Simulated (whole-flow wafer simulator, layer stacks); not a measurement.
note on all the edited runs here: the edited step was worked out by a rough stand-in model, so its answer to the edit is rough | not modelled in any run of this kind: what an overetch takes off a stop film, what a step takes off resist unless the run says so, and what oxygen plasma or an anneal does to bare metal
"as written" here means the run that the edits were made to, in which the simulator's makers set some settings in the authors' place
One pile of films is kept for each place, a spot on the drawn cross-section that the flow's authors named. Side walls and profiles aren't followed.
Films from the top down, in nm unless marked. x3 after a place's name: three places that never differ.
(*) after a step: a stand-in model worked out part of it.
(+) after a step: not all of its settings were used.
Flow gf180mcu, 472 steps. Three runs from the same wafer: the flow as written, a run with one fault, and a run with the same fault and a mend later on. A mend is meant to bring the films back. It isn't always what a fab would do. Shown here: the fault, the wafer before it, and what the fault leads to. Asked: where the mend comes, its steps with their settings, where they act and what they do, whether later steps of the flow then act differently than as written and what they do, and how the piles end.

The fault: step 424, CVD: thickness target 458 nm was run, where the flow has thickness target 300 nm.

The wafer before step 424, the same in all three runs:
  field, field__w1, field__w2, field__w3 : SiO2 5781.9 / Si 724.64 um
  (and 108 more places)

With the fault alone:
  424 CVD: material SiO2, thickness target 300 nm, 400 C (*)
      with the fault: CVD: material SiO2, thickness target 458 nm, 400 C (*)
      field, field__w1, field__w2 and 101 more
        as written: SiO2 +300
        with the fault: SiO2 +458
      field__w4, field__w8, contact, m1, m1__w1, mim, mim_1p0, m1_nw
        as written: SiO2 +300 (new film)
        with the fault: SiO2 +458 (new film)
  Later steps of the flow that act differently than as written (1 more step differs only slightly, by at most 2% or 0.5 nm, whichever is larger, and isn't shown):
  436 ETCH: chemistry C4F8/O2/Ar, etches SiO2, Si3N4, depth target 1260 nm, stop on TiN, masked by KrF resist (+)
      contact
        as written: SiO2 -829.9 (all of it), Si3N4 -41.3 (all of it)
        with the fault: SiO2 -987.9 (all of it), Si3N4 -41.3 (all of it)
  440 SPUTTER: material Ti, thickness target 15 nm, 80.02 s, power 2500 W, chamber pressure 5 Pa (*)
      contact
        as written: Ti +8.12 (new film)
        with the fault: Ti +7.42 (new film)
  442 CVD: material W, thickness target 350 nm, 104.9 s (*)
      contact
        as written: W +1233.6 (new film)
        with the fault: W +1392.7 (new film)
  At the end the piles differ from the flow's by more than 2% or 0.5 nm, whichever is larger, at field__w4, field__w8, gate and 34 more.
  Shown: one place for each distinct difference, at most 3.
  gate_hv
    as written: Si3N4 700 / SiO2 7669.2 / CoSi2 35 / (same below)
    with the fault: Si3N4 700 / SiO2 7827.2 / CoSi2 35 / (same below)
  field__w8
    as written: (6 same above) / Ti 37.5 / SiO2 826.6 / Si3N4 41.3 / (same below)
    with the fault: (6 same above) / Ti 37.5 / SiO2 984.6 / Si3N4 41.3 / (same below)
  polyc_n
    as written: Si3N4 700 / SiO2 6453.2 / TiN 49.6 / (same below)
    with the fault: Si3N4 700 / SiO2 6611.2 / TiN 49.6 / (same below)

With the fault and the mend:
  The mend comes after step 435.
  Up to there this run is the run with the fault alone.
  436 ETCH: chemistry C4F8/O2/Ar, etches SiO2, Si3N4, depth target 1418 nm, stop on TiN, masked by KrF resist (+) (the flow's step 436, which as written has depth target 1260 nm)
      field, field__w1, field__w2 and 108 more
        KrF resist -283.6
      contact
        SiO2 -987.9 (all of it), Si3N4 -41.3 (all of it)
  Later steps of the flow that act differently than as written (1 more step differs only slightly, by at most 2% or 0.5 nm, whichever is larger, and isn't shown):
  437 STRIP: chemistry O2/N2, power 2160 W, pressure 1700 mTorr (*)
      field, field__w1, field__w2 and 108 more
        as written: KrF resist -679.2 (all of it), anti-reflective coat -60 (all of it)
        with the mend: KrF resist -647.6 (all of it), anti-reflective coat -60 (all of it)
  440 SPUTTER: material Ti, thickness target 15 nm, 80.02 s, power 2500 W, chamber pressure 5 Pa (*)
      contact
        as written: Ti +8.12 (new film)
        with the mend: Ti +7.42 (new film)
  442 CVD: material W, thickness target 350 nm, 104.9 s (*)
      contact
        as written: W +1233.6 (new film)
        with the mend: W +1392.7 (new film)
  At the end the piles differ from the flow's by more than 2% or 0.5 nm, whichever is larger, at field__w4, field__w8, gate and 34 more.
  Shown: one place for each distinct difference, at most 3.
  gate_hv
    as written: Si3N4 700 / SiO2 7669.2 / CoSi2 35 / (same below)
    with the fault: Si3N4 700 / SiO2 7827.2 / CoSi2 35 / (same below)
    with the mend: Si3N4 700 / SiO2 7827.2 / CoSi2 35 / (same below)
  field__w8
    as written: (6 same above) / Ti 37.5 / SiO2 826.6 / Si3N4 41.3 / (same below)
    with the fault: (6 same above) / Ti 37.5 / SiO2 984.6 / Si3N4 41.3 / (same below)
    with the mend: (6 same above) / Ti 37.5 / SiO2 984.6 / Si3N4 41.3 / (same below)
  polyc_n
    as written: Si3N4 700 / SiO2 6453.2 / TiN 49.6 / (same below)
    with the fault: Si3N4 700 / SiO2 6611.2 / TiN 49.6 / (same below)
    with the mend: Si3N4 700 / SiO2 6611.2 / TiN 49.6 / (same below)
